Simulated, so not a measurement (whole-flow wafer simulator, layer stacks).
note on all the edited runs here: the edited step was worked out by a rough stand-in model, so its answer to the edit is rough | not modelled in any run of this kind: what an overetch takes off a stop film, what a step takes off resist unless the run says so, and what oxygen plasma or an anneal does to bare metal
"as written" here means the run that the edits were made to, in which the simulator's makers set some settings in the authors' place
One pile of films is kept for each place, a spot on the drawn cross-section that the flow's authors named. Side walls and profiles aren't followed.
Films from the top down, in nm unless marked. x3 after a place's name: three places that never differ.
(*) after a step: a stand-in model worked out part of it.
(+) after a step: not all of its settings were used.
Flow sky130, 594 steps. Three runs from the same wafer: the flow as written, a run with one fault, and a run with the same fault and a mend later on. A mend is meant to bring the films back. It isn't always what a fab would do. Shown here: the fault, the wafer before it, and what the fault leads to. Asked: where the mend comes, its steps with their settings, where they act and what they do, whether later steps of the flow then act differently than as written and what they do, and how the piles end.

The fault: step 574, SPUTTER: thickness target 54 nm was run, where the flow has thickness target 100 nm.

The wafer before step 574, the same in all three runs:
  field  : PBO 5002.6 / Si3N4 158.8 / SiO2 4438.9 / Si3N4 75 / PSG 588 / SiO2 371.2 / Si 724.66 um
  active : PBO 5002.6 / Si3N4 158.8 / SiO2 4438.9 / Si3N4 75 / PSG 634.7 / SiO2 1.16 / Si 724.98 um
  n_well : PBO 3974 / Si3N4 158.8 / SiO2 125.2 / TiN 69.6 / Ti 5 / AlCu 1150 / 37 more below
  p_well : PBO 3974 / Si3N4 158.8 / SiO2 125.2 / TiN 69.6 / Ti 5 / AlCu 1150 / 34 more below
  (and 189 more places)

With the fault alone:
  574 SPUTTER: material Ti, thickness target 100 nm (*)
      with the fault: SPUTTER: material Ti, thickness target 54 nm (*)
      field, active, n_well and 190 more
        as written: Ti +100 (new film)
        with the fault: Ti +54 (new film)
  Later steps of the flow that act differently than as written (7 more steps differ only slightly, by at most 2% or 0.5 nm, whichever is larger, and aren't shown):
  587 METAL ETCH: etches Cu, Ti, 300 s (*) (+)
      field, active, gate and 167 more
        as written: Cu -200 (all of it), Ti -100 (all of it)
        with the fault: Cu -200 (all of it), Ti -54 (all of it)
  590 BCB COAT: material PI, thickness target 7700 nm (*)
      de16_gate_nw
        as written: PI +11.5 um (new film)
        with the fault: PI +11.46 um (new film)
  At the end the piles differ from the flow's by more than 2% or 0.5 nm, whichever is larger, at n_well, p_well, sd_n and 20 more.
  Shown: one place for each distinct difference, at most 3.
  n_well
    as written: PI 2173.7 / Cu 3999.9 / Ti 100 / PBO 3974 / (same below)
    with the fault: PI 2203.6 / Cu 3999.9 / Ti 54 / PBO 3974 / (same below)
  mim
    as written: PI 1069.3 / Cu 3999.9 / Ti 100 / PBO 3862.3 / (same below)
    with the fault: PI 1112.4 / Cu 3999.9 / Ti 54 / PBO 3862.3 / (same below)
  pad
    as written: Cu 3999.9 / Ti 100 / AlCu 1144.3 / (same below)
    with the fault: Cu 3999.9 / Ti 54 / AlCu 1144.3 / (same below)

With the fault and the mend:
  The mend comes after step 574.
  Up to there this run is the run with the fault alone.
  574a SPUTTER: material Ti, thickness target 46 nm (*) (the flow's step 574 once more, with other settings)
      field, active, n_well and 190 more
        Ti +46
  No later step of the flow acts differently than as written at any place that is followed.
  At the end the piles are the same as the flow's at every place that both follow.
